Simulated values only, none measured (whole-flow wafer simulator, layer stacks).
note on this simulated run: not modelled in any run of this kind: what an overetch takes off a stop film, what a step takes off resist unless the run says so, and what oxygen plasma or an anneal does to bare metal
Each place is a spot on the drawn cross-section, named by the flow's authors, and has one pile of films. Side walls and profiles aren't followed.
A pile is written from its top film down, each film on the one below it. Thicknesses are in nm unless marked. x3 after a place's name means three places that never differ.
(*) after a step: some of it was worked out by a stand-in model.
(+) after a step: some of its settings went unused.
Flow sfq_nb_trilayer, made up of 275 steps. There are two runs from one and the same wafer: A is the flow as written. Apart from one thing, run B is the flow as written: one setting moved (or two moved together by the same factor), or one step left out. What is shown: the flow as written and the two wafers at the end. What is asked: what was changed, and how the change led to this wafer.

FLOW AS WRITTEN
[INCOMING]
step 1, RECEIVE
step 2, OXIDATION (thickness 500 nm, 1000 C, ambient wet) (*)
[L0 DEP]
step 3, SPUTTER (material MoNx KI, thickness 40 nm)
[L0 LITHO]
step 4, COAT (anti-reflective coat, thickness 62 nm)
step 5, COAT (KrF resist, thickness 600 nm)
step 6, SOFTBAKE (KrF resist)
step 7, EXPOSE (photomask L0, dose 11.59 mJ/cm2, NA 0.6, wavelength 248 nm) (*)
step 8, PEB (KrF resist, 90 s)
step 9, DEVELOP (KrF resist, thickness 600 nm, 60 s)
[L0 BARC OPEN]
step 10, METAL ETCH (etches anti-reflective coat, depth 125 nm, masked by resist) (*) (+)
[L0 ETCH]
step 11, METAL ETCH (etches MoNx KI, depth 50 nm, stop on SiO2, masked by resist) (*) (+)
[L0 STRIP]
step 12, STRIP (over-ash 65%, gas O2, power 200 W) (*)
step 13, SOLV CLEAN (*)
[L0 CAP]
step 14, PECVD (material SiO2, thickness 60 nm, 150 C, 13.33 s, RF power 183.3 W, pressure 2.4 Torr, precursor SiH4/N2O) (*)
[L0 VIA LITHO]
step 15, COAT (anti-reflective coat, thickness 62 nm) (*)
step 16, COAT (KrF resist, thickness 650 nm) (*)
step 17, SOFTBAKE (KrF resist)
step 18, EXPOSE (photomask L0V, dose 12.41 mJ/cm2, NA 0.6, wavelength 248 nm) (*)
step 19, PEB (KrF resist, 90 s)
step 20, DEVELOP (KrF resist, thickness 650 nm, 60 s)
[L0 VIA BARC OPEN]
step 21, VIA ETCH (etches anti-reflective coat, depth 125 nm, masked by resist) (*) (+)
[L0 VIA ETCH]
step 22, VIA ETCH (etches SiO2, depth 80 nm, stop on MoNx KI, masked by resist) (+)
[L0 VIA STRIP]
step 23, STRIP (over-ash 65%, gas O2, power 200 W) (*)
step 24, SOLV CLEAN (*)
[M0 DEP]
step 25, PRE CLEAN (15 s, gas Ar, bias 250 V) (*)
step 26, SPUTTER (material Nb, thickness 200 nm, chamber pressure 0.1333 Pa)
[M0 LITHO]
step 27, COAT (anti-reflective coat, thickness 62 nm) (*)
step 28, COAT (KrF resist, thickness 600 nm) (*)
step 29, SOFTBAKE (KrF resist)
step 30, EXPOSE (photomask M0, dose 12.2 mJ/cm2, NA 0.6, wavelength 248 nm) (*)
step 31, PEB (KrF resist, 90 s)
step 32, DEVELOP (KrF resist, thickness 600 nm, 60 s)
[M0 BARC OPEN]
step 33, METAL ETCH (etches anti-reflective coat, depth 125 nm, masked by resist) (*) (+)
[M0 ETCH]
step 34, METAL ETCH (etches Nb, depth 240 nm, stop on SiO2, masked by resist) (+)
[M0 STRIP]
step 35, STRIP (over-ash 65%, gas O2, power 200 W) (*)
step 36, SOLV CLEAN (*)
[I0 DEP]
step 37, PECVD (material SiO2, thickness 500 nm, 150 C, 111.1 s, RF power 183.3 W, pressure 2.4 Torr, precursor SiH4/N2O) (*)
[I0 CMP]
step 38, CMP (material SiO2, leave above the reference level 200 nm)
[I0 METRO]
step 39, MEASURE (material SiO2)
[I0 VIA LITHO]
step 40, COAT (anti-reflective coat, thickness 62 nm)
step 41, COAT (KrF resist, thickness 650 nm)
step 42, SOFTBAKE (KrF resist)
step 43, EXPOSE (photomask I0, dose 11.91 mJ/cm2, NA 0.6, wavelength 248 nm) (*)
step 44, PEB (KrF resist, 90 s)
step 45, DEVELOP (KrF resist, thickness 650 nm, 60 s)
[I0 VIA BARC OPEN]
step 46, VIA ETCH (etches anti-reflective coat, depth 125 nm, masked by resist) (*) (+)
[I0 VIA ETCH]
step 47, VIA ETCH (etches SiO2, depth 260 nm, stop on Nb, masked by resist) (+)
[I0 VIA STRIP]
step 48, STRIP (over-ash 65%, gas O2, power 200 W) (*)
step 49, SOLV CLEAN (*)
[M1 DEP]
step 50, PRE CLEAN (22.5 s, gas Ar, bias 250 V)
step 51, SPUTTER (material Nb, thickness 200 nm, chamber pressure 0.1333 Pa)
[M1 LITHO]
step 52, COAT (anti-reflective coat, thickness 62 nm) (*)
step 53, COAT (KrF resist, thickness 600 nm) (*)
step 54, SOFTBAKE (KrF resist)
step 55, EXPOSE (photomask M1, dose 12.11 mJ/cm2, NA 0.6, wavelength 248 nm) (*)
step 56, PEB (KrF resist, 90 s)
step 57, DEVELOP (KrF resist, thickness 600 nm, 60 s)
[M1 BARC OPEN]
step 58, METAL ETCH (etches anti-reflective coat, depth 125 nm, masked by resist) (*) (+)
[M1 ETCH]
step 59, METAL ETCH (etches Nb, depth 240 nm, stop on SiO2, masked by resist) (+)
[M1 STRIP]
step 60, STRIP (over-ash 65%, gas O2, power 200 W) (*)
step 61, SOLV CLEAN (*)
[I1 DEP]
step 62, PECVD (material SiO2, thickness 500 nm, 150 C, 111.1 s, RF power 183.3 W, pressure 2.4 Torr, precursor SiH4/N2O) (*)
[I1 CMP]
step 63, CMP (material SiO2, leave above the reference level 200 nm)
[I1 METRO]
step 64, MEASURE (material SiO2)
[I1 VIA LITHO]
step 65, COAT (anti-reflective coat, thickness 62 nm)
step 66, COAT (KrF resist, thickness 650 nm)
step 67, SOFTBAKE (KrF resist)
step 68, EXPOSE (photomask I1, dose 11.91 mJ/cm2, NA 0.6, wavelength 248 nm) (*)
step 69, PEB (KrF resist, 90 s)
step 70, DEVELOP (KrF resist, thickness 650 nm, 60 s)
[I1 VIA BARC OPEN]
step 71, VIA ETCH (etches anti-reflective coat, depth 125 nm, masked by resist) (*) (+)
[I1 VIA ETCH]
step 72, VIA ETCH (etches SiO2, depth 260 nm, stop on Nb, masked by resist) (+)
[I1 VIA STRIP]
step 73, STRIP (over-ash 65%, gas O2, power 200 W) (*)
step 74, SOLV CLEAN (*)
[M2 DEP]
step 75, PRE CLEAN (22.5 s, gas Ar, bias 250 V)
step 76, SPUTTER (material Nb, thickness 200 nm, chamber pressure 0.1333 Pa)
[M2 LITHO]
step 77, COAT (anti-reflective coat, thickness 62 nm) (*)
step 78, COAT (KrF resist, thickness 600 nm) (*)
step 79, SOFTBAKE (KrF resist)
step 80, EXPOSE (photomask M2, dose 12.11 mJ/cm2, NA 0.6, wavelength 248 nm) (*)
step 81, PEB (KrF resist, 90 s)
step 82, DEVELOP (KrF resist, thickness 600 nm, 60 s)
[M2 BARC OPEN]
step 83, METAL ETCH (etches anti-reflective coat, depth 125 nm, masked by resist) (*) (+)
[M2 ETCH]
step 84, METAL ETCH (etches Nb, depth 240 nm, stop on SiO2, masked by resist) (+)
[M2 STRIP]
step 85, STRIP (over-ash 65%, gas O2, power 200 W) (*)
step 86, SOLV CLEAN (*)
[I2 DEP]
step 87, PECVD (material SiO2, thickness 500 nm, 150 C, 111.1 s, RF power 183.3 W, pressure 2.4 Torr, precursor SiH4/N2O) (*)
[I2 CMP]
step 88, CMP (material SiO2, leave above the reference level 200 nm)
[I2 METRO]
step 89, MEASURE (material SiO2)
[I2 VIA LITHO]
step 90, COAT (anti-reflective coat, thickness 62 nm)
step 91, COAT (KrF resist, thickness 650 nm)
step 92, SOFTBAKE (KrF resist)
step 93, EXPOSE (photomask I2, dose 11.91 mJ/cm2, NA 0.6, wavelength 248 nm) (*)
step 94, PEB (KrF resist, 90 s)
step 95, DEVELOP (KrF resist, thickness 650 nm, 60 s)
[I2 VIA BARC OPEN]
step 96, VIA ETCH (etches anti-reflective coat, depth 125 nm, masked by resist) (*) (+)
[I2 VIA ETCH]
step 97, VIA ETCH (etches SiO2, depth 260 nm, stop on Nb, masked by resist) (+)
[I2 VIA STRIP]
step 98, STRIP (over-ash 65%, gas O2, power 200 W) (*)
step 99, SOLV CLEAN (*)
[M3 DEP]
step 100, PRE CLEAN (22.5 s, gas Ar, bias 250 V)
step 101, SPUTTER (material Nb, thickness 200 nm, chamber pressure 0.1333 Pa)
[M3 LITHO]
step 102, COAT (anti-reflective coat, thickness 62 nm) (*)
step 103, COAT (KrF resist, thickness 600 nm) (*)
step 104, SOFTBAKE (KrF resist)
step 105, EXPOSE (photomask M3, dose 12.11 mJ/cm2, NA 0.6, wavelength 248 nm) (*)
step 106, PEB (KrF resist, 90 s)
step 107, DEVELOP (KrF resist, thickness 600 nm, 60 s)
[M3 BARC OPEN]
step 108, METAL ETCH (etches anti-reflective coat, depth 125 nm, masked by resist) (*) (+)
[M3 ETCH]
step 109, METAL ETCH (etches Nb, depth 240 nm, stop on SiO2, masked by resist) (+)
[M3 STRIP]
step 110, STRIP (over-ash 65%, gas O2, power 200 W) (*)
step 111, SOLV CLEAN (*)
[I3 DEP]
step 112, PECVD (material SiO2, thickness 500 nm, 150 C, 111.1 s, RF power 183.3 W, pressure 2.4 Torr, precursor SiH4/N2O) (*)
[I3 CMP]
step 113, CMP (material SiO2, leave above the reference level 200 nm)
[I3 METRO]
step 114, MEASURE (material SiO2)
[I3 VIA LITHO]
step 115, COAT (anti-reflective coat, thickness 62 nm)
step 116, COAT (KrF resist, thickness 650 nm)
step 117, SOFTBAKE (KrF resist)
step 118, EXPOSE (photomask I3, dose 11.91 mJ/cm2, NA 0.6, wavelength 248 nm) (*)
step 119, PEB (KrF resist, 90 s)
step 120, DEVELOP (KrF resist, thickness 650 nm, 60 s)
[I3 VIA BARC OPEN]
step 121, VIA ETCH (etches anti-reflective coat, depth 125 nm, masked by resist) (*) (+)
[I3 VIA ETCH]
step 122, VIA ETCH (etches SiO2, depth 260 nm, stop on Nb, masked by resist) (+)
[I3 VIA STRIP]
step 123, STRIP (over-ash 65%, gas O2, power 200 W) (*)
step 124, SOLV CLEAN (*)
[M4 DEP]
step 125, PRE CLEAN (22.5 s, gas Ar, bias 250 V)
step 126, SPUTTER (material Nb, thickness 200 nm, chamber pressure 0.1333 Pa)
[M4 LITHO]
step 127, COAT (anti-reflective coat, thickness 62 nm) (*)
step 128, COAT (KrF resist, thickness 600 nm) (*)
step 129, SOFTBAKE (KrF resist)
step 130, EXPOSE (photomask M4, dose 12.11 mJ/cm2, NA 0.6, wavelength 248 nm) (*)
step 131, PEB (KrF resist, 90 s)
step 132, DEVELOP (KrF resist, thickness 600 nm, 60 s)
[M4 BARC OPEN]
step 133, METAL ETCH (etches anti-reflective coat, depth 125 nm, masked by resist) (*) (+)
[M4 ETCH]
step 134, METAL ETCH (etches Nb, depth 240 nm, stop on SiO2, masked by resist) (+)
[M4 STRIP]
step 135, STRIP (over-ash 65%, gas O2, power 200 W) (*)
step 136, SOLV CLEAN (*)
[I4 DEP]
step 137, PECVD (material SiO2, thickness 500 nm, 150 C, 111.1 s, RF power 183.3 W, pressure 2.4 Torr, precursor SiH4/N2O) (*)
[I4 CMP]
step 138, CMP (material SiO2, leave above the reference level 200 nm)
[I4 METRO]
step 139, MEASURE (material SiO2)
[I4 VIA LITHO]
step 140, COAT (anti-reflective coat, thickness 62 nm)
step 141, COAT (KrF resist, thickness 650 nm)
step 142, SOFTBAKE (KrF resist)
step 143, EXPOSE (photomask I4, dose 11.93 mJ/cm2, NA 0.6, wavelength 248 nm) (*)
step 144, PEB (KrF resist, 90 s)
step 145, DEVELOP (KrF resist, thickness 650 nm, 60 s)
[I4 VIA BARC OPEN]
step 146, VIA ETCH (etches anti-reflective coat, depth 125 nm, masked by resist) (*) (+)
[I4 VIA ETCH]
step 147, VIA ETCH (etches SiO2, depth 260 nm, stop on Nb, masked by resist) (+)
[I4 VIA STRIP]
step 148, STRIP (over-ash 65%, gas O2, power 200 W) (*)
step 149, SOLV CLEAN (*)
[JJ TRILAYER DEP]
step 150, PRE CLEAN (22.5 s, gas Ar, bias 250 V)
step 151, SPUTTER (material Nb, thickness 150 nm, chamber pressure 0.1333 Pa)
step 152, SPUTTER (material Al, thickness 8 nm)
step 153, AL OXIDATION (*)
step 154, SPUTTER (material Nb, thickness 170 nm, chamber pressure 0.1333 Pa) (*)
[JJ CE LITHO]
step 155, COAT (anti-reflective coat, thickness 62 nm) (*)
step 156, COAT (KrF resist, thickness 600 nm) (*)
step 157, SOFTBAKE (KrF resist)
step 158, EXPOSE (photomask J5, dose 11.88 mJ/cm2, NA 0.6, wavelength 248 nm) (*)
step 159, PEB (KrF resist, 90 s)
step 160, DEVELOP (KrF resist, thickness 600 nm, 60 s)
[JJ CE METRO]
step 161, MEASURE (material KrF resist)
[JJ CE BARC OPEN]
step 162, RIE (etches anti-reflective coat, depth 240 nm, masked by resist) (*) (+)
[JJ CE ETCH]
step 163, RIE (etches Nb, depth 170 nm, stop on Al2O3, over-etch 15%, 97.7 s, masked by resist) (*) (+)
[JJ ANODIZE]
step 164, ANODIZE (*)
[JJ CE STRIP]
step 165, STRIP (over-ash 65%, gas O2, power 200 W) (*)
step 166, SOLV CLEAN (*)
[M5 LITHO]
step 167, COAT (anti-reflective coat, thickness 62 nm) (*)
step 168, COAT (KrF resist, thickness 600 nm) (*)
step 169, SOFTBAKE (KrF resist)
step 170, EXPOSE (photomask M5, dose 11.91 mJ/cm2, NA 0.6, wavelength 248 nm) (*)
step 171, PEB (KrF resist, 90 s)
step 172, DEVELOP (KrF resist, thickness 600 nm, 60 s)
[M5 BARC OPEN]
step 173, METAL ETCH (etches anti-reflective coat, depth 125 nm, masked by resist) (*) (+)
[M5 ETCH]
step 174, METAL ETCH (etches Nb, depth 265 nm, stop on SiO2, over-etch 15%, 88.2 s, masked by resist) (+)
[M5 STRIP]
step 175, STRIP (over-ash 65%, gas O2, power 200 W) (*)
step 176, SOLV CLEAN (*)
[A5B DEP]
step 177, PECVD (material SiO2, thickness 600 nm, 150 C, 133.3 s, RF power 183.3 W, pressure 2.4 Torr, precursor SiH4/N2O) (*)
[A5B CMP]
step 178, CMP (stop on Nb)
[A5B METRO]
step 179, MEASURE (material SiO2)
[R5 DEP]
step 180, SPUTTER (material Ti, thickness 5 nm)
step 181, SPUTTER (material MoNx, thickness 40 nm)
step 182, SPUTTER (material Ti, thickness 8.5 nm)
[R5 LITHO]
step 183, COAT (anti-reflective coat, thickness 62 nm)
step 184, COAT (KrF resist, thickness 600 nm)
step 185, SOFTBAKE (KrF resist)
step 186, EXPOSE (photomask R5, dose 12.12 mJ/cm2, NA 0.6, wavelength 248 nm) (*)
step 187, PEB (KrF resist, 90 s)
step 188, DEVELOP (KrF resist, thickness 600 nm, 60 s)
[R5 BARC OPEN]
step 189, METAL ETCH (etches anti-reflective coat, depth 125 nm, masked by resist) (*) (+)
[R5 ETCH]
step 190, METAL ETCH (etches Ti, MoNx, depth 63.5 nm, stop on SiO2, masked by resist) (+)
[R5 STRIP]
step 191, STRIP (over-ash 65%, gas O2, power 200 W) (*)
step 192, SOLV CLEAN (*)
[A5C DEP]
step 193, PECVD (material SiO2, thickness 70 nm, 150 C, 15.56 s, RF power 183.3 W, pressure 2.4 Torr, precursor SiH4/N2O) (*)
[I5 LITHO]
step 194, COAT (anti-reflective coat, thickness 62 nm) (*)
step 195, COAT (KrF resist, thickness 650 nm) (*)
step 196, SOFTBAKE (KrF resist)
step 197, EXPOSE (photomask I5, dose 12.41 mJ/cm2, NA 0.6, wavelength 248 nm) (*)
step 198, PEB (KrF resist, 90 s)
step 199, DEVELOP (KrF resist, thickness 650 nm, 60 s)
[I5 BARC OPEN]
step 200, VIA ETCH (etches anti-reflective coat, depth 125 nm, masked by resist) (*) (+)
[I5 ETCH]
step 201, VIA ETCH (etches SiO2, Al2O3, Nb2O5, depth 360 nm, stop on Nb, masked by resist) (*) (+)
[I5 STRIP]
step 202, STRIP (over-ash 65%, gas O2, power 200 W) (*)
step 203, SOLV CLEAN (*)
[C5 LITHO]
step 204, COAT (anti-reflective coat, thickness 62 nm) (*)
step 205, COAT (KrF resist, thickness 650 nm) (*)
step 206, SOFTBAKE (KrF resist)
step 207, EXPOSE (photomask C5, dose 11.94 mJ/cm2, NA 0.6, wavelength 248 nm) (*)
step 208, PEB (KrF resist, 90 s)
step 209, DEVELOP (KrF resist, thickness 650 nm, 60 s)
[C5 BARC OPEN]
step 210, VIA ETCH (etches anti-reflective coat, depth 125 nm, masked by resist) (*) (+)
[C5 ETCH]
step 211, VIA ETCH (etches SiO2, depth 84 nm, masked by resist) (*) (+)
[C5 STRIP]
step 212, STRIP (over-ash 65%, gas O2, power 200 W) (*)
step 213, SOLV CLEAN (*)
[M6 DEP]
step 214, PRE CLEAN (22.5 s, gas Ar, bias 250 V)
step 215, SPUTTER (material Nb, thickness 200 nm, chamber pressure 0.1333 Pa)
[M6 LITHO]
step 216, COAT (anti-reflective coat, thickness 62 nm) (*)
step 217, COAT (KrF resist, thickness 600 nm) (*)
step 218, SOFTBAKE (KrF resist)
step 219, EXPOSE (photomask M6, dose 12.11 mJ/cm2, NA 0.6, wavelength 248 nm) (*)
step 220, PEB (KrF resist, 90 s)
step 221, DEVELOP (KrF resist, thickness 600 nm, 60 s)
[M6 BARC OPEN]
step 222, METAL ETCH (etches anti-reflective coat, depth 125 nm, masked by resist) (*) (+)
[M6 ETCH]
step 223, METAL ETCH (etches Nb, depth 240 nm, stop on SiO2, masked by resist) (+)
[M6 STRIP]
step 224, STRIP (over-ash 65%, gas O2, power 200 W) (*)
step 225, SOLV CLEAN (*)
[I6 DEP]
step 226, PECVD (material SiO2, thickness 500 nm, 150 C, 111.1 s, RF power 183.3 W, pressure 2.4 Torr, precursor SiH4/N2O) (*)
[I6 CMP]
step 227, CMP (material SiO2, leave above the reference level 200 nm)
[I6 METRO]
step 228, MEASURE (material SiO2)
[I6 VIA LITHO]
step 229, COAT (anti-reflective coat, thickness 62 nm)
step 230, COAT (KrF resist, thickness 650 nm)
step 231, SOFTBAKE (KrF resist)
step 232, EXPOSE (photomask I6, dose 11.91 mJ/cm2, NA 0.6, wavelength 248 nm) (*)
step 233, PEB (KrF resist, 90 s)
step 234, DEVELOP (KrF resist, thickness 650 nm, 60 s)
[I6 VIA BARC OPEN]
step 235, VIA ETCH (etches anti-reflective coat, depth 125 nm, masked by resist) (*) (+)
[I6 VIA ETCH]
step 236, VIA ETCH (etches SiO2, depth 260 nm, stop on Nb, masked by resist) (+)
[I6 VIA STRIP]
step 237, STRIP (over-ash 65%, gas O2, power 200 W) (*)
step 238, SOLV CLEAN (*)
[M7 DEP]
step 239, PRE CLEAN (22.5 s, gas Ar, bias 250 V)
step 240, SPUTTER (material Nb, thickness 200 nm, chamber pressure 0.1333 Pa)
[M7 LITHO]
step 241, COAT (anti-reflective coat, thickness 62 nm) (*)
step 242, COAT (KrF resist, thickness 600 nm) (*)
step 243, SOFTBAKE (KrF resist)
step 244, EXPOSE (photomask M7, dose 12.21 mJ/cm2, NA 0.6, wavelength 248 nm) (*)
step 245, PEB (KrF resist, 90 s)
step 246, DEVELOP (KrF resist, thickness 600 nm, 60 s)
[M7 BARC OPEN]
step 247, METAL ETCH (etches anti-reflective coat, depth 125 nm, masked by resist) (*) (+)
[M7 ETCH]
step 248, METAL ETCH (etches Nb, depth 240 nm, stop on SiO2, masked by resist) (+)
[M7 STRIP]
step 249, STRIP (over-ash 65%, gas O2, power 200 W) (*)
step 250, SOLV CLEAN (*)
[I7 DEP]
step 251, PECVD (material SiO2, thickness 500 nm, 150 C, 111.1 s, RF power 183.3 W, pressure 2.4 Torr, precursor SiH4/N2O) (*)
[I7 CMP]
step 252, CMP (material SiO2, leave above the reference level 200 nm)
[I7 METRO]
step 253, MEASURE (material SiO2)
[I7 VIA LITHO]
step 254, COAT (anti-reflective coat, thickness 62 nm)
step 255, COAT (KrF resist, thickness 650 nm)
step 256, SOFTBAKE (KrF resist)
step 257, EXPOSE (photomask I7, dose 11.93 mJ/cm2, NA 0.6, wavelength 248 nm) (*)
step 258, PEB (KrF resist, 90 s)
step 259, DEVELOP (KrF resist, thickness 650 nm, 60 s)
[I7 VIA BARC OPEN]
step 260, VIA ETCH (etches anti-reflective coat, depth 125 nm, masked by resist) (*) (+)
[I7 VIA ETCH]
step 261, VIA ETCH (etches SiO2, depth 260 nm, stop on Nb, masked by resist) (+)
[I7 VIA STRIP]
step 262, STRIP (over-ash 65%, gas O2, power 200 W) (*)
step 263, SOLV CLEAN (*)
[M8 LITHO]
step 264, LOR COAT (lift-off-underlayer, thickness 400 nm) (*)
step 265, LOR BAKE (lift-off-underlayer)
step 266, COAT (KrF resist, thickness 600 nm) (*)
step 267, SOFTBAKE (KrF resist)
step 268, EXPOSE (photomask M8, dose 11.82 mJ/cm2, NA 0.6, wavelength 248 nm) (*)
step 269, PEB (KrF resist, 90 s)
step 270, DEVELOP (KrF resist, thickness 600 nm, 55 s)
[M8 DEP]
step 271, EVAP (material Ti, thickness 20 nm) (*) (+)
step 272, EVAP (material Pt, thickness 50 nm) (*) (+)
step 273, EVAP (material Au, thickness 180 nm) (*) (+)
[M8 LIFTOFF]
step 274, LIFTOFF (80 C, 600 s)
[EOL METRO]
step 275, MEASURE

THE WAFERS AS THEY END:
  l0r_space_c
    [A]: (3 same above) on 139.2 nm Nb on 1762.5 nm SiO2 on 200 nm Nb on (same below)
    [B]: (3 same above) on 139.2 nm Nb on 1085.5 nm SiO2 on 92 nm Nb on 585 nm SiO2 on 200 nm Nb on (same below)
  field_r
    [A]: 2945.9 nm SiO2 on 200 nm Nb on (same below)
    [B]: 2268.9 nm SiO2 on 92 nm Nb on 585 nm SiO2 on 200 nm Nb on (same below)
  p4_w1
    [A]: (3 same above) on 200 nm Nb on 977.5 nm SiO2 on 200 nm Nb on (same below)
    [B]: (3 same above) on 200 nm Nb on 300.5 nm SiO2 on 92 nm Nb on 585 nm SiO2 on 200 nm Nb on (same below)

What caused this: step 84, METAL ETCH: depth 108 nm was run, whereas the flow has depth 240 nm.

Step by step, how the change led to this:
  step 84, METAL ETCH (etches Nb, depth 240 nm, stop on SiO2, masked by resist) (+)
      field_l, be, be_sur and 81 more: A -200 Nb (all of it) | B -108 Nb
      v_sur, via_wl, via_w and 19 more: A -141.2 KrF resist | B -63.5 KrF resist
  step 85, STRIP (over-ash 65%, gas O2, power 200 W) (*)
      wl_j_sl, wl_jj, wl_j_sr and 12 more: A -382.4 KrF resist (all of it), -62 anti-reflective coat (all of it) | B -460 KrF resist (all of it), -62 anti-reflective coat (all of it)
      v_sur: A -380 KrF resist (all of it), -61.4 anti-reflective coat (all of it) | B -457.7 KrF resist (all of it), -61.4 anti-reflective coat (all of it)
      (and at 6 other places as well)
  step 87, PECVD (material SiO2, thickness 500 nm, 150 C, 111.1 s, RF power 183.3 W, pressure 2.4 Torr, precursor SiH4/N2O) (*)
      field_l, be, be_sur and 81 more: A +500 SiO2 | B +500 SiO2 (new film)
  step 88, CMP (material SiO2, leave above the reference level 200 nm)
      field_l, be, be_sur and 81 more: A -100 SiO2 | B -192 SiO2
With metal films that touch counted as one body, l0r_space_c has 3 bodies (between them, from the top down: SiO2 1085.5; SiO2 585); the flow as written gives 2 bodies (between them, from the top down: SiO2 1762.5).
With metal films that touch counted as one body, field_r has 2 bodies (between them, from the top down: SiO2 585); the flow as written gives 1 body.
With metal films that touch counted as one body, p4_w1 has 4 bodies (between them, from the top down: SiO2 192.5; SiO2 300.5; SiO2 585); the flow as written gives 3 bodies (between them, from the top down: SiO2 192.5; SiO2 977.5).
